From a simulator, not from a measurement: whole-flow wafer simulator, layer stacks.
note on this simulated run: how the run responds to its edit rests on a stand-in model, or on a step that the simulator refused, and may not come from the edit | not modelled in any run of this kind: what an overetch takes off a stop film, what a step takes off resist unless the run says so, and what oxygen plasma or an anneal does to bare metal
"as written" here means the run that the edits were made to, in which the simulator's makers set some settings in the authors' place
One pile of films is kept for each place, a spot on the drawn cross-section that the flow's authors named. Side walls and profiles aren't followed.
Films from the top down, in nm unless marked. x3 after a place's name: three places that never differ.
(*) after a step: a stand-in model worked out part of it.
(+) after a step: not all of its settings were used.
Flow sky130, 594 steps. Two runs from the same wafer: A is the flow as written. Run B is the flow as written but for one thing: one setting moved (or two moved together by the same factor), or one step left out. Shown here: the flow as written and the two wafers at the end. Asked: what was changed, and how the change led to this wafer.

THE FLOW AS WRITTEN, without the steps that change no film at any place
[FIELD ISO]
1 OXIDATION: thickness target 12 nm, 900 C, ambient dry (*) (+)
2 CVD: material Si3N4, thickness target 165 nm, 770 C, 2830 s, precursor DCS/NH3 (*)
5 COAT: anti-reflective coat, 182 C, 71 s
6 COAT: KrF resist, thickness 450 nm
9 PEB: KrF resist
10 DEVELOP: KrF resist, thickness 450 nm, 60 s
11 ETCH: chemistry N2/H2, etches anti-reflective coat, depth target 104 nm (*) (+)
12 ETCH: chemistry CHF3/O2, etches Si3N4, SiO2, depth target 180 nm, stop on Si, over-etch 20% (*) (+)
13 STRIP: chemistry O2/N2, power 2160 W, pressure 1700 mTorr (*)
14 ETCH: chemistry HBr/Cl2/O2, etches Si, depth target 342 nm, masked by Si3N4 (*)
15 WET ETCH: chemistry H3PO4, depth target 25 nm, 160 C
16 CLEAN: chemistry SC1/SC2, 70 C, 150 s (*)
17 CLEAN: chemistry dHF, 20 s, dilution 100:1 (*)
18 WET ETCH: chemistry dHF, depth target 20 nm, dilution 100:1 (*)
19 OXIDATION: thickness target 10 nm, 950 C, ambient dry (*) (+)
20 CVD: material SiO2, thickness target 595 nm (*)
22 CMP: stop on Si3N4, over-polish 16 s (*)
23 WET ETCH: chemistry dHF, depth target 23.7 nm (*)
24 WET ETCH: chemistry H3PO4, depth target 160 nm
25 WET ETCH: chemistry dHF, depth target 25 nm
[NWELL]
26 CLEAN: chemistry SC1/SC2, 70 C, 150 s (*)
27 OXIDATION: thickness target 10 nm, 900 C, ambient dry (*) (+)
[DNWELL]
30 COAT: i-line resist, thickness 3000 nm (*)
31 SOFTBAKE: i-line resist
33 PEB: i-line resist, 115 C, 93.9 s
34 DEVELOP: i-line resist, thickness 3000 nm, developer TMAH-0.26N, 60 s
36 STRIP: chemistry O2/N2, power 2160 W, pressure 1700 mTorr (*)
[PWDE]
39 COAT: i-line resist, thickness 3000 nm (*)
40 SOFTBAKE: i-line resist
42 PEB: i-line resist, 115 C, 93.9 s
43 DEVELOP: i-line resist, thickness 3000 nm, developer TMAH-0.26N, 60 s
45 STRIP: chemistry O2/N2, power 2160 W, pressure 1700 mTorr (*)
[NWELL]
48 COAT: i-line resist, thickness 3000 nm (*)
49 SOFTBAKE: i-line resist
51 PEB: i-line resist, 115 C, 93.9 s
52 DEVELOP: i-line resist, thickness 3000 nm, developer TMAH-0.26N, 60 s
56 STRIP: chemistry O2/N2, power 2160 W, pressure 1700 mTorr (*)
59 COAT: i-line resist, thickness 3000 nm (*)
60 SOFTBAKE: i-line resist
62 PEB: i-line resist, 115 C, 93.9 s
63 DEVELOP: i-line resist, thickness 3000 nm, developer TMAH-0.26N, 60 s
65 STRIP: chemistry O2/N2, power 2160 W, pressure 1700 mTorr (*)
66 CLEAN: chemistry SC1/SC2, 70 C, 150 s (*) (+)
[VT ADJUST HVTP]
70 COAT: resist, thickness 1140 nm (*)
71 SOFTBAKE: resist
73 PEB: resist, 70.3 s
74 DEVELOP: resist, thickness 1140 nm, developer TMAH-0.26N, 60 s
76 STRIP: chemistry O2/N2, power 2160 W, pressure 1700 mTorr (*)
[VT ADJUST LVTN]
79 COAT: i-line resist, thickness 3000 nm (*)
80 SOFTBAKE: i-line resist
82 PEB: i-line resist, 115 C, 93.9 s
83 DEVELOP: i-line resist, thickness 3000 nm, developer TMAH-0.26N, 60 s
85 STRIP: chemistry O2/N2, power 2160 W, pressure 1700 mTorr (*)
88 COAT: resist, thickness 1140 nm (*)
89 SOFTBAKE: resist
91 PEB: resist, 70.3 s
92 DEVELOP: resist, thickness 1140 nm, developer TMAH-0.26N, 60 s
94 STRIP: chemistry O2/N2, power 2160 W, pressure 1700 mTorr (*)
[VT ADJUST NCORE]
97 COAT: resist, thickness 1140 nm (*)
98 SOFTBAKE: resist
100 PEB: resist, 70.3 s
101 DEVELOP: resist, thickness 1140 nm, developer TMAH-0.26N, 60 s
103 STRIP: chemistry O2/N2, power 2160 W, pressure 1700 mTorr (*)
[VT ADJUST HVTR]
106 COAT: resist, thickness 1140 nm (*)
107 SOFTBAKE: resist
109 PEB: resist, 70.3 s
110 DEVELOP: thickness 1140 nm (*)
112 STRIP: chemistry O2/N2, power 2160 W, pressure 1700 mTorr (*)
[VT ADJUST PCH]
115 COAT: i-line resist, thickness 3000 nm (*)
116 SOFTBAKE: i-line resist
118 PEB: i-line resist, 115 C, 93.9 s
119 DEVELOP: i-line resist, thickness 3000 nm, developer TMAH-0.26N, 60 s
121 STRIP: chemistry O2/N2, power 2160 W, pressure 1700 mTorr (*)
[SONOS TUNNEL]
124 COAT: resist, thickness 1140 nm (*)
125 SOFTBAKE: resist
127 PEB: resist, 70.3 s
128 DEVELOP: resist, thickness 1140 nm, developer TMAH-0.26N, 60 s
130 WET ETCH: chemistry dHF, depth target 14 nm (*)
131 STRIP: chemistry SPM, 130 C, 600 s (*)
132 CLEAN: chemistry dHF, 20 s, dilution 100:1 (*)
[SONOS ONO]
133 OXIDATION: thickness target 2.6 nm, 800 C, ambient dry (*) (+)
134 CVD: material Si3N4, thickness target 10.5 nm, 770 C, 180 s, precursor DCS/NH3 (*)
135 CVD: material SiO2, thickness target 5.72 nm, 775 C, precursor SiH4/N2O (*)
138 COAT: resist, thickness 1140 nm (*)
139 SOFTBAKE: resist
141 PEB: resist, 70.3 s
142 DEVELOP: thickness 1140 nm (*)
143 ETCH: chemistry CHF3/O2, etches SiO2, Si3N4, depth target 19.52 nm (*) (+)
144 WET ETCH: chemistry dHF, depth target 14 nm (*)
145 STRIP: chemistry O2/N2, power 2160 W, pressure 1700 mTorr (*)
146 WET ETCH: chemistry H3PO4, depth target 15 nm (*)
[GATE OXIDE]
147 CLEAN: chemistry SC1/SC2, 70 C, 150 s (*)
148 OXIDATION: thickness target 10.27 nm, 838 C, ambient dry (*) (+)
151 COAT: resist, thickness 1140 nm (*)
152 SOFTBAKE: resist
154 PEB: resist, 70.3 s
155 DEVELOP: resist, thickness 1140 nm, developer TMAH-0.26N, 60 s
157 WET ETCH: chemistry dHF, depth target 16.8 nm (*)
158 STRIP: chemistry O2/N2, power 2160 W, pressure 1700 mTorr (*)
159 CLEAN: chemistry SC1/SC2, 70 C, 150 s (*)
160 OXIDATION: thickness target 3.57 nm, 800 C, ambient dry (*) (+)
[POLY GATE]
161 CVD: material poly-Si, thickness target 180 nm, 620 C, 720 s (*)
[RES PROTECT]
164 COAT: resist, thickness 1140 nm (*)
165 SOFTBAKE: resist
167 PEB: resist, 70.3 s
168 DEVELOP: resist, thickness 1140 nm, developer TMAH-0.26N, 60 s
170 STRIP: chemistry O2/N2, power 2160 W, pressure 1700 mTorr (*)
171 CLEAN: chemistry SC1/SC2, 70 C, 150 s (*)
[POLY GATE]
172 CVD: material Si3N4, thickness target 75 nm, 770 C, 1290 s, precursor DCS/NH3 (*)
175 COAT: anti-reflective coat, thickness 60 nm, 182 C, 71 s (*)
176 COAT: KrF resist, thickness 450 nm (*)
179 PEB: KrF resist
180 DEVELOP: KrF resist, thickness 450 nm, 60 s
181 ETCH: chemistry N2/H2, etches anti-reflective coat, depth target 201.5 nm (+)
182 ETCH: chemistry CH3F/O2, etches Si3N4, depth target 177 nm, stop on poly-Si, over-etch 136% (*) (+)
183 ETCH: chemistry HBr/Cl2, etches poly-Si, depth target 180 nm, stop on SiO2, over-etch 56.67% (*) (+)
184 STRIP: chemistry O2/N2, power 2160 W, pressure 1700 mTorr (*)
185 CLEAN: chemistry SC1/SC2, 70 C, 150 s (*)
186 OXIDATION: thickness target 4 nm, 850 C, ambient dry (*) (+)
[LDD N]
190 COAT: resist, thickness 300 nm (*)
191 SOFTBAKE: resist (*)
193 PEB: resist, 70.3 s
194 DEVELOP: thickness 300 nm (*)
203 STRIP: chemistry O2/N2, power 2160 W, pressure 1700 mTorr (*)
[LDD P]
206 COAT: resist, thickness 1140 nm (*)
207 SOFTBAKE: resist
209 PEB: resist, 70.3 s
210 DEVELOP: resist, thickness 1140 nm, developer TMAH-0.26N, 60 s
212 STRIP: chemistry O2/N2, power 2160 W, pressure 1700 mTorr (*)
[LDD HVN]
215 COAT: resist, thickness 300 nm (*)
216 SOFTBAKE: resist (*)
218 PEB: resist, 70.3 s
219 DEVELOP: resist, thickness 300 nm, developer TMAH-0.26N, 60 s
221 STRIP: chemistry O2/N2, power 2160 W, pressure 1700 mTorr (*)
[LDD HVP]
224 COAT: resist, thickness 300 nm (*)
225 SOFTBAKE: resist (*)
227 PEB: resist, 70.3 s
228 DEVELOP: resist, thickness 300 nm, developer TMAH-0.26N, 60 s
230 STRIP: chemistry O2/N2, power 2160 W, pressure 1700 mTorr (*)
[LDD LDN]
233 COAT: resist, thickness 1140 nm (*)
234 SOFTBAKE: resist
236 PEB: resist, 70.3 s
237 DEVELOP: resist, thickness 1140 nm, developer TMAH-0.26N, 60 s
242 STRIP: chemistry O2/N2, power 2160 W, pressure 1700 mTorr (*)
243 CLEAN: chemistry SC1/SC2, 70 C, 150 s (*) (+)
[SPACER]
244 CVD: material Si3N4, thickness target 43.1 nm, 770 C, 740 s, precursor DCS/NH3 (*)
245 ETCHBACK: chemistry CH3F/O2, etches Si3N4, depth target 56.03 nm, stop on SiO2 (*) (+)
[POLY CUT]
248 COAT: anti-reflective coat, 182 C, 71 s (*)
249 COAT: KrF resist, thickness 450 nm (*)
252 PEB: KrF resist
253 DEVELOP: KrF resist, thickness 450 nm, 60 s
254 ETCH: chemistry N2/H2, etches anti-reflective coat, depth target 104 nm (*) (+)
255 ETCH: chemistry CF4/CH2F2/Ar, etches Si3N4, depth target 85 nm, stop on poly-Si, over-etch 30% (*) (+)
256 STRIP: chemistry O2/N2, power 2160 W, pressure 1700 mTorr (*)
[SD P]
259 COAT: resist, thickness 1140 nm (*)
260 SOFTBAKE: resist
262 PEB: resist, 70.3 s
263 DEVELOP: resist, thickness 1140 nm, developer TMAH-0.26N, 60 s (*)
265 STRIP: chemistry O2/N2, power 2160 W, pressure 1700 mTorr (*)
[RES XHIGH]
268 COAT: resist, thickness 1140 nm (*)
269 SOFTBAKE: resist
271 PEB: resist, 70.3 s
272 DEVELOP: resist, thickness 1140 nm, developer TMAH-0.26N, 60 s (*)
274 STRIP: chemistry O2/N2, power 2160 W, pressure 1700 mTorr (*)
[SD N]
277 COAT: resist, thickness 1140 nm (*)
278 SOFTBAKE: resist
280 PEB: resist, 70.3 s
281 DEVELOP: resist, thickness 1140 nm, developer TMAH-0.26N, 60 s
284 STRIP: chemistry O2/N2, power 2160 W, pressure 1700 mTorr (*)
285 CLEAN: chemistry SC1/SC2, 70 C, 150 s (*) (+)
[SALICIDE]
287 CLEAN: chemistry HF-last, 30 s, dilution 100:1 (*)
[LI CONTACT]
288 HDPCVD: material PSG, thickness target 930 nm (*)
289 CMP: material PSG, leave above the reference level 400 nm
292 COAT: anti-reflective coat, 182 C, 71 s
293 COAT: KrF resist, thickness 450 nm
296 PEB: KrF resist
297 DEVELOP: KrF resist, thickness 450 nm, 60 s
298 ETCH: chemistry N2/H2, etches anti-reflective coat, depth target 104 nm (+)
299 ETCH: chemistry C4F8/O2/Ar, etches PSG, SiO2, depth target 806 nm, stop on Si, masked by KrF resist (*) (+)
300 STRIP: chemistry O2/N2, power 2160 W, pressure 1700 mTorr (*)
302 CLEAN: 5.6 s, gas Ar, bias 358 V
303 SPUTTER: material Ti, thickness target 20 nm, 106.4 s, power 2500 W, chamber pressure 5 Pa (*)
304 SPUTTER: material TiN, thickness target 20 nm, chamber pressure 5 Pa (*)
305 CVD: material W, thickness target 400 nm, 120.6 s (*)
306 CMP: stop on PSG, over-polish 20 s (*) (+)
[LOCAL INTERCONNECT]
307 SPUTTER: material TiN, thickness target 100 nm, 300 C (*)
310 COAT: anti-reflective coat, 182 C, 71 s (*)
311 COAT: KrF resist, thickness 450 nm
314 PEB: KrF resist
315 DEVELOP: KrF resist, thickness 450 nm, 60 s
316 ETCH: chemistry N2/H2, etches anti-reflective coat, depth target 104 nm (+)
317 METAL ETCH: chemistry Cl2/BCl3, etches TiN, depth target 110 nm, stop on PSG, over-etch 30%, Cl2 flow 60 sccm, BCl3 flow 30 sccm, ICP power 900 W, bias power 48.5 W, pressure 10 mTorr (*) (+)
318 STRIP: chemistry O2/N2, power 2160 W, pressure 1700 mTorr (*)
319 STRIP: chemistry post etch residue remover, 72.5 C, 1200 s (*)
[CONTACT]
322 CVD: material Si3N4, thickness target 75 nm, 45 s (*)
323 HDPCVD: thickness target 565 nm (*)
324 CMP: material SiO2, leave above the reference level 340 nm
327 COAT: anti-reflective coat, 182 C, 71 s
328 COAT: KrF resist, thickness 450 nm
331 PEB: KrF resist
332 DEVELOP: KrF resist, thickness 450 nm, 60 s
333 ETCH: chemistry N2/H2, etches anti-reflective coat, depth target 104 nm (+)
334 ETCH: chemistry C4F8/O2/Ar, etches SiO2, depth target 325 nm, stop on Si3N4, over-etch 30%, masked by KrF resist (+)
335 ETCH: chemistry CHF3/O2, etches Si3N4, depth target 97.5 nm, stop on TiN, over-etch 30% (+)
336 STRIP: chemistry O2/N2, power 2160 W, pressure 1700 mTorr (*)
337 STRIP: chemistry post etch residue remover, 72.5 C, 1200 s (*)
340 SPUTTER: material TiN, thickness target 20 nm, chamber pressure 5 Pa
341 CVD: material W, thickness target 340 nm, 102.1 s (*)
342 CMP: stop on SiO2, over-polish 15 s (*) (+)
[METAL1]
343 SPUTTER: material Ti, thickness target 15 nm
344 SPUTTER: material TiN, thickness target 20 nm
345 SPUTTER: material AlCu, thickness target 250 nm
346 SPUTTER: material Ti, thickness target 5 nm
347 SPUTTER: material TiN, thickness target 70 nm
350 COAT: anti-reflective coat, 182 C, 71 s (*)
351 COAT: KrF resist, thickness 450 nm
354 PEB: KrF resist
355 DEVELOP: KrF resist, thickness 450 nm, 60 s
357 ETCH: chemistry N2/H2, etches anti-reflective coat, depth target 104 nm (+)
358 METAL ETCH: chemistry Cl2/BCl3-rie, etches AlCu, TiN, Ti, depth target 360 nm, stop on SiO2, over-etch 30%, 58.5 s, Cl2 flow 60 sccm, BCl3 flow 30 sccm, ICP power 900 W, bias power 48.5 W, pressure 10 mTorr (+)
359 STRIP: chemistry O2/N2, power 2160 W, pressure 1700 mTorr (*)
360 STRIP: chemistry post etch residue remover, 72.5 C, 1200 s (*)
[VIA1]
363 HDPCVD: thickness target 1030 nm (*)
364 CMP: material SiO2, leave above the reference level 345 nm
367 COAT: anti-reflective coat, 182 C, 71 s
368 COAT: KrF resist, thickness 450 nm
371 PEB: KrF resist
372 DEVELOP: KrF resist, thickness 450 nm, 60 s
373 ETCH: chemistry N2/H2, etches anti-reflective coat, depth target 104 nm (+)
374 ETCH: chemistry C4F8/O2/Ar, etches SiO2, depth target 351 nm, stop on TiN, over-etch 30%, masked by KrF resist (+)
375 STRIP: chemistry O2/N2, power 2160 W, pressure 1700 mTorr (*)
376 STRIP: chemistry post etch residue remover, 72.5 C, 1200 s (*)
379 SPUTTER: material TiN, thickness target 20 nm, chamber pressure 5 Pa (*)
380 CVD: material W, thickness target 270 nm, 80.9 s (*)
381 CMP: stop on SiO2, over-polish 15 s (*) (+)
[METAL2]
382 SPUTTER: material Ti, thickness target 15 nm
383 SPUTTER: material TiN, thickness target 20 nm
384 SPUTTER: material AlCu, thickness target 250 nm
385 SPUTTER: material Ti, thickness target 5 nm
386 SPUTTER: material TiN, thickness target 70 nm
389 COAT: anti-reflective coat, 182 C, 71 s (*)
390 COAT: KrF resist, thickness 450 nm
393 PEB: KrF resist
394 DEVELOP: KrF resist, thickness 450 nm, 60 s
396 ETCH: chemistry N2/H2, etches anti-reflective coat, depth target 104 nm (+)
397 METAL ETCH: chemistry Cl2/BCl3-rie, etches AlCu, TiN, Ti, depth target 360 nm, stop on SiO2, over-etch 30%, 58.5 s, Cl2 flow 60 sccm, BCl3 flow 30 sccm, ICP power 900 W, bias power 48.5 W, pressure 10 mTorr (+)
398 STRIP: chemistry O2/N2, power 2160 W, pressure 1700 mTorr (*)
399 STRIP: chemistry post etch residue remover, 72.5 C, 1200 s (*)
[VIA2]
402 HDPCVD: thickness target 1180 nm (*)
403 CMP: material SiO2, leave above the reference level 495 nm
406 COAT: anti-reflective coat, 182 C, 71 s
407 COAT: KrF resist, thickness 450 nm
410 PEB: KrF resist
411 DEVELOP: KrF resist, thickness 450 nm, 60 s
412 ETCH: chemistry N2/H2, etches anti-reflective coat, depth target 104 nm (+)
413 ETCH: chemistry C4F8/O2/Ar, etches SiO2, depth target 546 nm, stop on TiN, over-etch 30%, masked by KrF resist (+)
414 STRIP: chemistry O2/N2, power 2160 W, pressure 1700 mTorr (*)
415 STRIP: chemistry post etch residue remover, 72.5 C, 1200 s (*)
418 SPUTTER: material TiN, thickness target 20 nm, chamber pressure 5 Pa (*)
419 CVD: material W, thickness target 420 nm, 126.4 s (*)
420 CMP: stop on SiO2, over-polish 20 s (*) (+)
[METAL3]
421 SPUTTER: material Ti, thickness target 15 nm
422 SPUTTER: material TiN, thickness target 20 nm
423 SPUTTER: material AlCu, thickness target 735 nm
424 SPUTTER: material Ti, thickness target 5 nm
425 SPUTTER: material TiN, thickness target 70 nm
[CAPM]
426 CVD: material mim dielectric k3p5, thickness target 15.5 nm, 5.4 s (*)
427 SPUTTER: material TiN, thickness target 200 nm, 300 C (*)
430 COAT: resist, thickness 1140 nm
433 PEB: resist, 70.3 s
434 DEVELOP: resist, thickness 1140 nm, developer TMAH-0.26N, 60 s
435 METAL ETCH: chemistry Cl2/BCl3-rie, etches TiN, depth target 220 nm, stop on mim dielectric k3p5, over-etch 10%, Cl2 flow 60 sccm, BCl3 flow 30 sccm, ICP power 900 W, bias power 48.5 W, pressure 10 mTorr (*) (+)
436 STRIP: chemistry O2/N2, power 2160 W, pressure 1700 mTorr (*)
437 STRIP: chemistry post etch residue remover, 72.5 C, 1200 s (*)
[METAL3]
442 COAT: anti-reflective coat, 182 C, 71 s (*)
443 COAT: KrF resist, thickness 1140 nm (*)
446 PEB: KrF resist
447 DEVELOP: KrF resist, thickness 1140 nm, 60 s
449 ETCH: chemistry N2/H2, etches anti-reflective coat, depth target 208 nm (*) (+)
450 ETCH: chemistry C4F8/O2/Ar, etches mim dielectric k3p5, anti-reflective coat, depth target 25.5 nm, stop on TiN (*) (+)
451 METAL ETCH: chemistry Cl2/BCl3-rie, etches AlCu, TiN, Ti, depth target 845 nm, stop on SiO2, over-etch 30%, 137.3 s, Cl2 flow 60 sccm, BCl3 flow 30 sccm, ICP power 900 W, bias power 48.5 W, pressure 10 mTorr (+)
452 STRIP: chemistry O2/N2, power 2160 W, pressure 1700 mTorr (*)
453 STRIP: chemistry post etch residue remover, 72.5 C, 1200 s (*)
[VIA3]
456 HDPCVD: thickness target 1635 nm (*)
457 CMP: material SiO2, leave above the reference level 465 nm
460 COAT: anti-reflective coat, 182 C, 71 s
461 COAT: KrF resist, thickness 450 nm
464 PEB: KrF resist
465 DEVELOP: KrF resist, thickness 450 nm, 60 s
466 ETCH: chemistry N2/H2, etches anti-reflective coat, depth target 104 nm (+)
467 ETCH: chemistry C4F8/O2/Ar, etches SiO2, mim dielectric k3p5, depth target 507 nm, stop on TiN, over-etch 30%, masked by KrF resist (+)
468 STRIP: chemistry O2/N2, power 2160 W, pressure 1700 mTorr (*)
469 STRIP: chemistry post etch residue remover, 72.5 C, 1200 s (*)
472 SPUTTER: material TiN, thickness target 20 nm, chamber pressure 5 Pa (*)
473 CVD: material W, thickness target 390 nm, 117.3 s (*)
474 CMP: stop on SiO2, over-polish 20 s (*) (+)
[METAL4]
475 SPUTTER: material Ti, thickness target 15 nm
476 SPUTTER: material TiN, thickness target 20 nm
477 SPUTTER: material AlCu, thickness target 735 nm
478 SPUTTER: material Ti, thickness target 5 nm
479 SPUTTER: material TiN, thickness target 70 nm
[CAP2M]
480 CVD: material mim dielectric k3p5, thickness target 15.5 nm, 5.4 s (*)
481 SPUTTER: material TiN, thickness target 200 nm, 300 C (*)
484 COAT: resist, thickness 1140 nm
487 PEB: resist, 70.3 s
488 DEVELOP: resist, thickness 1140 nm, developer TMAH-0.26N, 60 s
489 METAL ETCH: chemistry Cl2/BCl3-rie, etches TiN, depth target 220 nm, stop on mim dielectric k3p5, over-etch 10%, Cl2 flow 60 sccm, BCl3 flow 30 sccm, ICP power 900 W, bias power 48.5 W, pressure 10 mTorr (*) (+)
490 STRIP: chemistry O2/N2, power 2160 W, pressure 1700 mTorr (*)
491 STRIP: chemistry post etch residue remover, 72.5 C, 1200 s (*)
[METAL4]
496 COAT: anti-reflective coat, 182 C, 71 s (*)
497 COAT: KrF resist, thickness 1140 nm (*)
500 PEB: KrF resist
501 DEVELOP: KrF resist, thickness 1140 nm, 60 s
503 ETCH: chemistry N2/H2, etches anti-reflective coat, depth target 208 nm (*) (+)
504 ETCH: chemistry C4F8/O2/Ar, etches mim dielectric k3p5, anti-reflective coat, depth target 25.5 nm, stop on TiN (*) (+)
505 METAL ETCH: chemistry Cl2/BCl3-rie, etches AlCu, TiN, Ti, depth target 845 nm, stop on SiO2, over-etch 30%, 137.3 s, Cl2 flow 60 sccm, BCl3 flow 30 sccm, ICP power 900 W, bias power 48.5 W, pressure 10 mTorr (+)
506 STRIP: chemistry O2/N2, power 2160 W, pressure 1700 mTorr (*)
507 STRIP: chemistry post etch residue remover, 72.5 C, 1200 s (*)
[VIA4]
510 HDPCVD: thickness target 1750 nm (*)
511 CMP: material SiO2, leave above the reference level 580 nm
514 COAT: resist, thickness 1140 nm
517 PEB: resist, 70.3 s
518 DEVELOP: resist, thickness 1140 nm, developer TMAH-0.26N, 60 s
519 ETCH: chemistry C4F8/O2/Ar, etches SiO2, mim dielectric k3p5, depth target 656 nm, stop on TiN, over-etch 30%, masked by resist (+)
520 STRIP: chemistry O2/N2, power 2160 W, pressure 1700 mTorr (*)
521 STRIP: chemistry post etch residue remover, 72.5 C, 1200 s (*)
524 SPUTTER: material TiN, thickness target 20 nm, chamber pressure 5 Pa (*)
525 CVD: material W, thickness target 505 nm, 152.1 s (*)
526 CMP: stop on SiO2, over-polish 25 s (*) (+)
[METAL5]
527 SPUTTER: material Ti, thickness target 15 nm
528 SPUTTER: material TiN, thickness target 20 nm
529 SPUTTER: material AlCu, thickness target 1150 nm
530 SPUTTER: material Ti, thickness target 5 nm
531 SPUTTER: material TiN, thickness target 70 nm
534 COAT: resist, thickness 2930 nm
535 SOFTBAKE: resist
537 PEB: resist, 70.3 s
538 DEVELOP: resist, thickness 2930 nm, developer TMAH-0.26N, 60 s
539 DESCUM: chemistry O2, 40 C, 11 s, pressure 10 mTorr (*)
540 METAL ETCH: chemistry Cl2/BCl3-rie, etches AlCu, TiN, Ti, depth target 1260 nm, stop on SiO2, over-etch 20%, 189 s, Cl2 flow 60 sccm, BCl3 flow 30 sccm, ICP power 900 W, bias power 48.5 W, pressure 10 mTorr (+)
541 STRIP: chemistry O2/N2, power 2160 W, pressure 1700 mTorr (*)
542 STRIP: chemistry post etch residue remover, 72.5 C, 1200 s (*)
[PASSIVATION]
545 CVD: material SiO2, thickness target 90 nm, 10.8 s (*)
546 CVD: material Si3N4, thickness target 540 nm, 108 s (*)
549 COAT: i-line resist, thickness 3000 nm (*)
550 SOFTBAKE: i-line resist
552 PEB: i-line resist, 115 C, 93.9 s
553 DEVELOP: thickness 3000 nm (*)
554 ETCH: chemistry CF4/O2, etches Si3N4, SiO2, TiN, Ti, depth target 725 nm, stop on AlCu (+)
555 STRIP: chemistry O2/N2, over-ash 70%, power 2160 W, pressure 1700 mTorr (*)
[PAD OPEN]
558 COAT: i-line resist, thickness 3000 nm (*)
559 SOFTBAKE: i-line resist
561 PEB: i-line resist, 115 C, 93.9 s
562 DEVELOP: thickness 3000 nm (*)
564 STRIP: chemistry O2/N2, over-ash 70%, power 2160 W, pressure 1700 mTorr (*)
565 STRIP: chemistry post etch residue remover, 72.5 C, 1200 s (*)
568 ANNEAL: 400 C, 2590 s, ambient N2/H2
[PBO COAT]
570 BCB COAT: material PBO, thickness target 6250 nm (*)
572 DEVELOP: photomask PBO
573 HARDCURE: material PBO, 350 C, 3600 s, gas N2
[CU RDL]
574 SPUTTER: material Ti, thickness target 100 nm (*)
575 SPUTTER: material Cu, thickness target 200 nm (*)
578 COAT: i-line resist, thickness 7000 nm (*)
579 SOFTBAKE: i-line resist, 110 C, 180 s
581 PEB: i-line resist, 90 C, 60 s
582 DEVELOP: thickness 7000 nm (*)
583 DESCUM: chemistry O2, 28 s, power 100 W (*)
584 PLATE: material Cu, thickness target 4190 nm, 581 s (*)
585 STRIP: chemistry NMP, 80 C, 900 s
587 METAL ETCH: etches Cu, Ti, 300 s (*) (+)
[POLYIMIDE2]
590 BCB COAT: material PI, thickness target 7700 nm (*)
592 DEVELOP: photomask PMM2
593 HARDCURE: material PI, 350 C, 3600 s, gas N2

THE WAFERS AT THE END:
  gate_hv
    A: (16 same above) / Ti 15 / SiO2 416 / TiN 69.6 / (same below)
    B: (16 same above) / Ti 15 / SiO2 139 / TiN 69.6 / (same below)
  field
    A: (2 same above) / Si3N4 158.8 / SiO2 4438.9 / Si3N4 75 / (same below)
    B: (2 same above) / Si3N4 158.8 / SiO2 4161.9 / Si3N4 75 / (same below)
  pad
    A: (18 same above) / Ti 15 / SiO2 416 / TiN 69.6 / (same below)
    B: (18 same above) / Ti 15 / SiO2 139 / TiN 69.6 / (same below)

The cause: step 403, CMP: leave above the reference level 218 nm was run, where the flow has leave above the reference level 495 nm.

How the change led to this, step by step:
  403 CMP: material SiO2, leave above the reference level 495 nm
      n_well, p_well, gate_hv and 101 more: A SiO2 -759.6 | B SiO2 -1036.6
      field, active, gate and 82 more: A SiO2 -389.1 | B SiO2 -666.1
      (and at 2 more places)
  413 ETCH: chemistry C4F8/O2/Ar, etches SiO2, depth target 546 nm, stop on TiN, over-etch 30%, masked by KrF resist (+)
      field, active, n_well and 186 more: A KrF resist -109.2 | B KrF resist -37.3
      m1: A SiO2 -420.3 (all of it) | B SiO2 -143.3 (all of it)
      (and at 1 more place)
  414 STRIP: chemistry O2/N2, power 2160 W, pressure 1700 mTorr (*)
      field, active, n_well and 186 more: A KrF resist -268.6 (all of it), anti-reflective coat -80 (all of it) | B KrF resist -340.6 (all of it), anti-reflective coat -80 (all of it)
  418 SPUTTER: material TiN, thickness target 20 nm, chamber pressure 5 Pa (*)
      m1, via2_hole: A TiN +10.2 | B TiN +14.8
  419 CVD: material W, thickness target 420 nm, 126.4 s (*)
      m1: A W +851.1 (new film) | B W +569.5 (new film)
      via2_hole: A W +850.7 (new film) | B W +569.1 (new film)
